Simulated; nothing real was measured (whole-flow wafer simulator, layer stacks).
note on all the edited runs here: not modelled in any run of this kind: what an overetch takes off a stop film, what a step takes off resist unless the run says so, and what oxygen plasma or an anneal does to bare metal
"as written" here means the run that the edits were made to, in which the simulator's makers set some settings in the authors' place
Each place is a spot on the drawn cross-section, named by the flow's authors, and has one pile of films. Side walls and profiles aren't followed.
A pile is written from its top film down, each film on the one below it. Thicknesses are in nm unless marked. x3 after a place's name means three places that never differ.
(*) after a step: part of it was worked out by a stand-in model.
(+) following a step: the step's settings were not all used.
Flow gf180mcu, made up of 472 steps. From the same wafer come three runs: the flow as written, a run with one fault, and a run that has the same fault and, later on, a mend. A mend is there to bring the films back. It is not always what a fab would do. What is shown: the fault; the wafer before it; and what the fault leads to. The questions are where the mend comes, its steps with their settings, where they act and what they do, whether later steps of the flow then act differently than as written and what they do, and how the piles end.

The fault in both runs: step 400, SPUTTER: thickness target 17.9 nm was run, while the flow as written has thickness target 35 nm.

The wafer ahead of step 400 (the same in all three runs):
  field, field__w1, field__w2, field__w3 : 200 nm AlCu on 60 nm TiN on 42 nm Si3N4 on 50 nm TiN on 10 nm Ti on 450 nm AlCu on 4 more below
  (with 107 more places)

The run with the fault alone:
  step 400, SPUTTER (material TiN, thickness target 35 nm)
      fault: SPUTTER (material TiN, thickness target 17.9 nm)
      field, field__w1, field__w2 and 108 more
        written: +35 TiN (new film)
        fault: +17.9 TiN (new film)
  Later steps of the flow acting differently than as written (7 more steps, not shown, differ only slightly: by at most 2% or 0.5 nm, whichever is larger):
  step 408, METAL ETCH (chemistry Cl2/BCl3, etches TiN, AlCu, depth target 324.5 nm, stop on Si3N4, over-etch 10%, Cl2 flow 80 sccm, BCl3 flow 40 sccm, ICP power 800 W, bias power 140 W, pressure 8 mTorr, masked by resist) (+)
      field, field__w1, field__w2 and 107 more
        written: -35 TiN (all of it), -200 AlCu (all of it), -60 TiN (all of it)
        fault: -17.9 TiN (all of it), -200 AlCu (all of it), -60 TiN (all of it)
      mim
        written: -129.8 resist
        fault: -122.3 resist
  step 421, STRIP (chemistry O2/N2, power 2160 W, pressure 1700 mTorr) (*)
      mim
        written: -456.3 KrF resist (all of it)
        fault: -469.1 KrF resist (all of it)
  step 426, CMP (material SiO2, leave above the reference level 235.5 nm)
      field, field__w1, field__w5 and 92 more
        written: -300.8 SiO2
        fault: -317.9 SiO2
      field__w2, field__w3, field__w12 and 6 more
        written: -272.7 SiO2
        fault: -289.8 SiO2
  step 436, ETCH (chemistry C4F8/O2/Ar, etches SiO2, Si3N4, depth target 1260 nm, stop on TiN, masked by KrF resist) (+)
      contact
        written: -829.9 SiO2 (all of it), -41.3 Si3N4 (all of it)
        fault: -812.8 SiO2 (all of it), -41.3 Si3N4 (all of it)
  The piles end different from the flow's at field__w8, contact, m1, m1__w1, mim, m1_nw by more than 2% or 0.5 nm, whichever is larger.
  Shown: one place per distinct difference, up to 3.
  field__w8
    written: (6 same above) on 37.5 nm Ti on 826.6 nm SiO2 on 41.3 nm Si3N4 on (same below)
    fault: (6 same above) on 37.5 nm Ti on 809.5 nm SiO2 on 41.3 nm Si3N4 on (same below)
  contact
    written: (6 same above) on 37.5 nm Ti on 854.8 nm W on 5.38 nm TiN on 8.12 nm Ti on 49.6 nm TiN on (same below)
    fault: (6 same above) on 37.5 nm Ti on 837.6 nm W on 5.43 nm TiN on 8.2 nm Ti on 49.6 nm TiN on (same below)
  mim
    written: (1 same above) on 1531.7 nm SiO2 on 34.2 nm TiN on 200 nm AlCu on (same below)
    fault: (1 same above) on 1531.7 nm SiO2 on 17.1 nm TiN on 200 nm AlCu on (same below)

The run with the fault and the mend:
  After step 407 comes the mend.
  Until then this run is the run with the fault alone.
  step 407a, STRIP (chemistry O2/N2, power 2160 W, pressure 1700 mTorr) (*)
      mim
        -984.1 resist (all of it)
  step 407b, SPUTTER (material TiN, thickness target 17.1 nm) (the flow's step 400, run once more with other settings)
      field, field__w1, field__w2 and 108 more
        +17.1 TiN
  step 407c, HMDS (120 C, 60 s) (the flow's step 402, run once more)
      alters no film at any place that is followed
  step 407d, COAT (resist, thickness 1000 nm) (the flow's step 403, run once more)
      field, field__w1, field__w2 and 108 more
        +1000 resist (new film)
  step 407e, SOFTBAKE (resist) (the flow's step 404, run once more)
      alters no film at any place that is followed
  step 407f, EXPOSE (photomask FuseTop) (the flow's step 405, run once more)
      alters no film at any place that is followed
  step 407g, PEB (resist, 70.3 s) (the flow's step 406, run once more)
      field, field__w1, field__w2 and 108 more
        -15.9 resist
  step 407h, DEVELOP (thickness 1000 nm, 60 s) (the flow's step 407, run once more)
      field, field__w1, field__w2 and 107 more
        -984.1 resist (all of it)
  None of the later steps of the flow acts differently than as written at any place that is followed.
  By the end, the piles equal the flow's at every place that both follow.
